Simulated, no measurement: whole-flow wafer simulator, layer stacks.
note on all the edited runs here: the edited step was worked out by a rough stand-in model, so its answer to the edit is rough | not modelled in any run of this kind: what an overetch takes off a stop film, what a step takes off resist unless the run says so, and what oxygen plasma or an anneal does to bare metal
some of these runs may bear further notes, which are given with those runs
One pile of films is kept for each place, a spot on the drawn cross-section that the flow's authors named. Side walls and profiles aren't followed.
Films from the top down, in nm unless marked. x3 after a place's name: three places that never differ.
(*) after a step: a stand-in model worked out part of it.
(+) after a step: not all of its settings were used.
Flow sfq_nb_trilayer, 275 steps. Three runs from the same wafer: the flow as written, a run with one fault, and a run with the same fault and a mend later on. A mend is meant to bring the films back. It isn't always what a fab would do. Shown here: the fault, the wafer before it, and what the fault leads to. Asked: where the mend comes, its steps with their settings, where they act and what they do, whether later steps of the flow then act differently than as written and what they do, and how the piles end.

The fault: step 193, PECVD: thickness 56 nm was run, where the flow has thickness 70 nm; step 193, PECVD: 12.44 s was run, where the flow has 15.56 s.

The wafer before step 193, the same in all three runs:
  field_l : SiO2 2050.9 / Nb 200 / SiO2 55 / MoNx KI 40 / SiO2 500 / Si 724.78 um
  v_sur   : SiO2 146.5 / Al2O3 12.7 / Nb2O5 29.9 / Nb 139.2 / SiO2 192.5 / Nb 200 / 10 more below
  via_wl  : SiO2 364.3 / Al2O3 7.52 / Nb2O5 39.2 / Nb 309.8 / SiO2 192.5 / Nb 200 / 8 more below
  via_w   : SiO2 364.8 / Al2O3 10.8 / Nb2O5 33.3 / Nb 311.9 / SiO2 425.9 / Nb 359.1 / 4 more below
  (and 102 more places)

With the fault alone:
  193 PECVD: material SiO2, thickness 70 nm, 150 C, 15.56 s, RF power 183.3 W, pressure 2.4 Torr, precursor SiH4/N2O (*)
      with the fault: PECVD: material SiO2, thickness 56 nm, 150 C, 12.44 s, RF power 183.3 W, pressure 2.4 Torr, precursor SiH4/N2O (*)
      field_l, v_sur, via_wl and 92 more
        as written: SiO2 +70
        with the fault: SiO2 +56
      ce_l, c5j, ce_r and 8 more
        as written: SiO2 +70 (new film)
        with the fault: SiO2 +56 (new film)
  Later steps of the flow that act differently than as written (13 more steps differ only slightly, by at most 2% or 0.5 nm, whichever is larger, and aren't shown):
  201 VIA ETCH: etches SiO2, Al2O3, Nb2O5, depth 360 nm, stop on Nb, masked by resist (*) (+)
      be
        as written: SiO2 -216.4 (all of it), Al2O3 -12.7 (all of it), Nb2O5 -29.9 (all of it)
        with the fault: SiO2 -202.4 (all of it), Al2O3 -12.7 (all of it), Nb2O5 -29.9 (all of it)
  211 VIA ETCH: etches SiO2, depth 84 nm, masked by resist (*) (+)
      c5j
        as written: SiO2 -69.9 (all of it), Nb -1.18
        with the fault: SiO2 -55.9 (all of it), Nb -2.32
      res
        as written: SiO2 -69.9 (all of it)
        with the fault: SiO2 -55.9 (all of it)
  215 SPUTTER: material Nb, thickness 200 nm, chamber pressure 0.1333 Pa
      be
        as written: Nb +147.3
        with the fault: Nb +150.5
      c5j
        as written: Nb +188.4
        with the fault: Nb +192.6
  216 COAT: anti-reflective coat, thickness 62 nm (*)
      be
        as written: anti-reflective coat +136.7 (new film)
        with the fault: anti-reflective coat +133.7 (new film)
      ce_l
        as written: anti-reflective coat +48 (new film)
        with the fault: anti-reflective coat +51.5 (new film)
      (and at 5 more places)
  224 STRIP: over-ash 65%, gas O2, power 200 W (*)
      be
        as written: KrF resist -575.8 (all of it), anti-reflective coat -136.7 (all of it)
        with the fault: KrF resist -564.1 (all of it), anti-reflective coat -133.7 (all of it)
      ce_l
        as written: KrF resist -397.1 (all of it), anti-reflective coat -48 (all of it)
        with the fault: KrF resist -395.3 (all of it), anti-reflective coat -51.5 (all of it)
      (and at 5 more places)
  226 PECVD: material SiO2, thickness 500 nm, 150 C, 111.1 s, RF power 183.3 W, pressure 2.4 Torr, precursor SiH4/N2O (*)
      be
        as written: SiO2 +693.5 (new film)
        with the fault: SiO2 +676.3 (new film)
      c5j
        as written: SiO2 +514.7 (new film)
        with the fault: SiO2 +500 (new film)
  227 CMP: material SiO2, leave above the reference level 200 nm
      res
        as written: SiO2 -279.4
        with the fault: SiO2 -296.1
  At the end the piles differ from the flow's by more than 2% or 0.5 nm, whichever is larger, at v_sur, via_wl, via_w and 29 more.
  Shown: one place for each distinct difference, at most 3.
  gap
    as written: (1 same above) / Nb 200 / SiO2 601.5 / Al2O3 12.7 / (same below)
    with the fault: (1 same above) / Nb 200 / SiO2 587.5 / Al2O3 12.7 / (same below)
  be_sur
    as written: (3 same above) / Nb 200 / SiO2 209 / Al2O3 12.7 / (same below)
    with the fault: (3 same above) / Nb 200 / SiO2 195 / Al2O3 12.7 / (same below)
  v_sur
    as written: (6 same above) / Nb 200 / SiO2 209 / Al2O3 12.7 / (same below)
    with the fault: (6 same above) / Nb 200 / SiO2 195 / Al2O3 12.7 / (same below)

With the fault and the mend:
  The mend comes after step 193.
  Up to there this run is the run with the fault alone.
  193a PECVD: material SiO2, thickness 14 nm, 150 C, 3.111 s, RF power 183.3 W, pressure 2.4 Torr, precursor SiH4/N2O (*) (the flow's step 193 once more, with other settings)
      field_l, v_sur, via_wl and 103 more
        SiO2 +14
  No later step of the flow acts differently than as written, at any place that is followed, by more than 2% or 0.5 nm, whichever is larger.
  At the end the piles are the same as the flow's at every place that both follow.
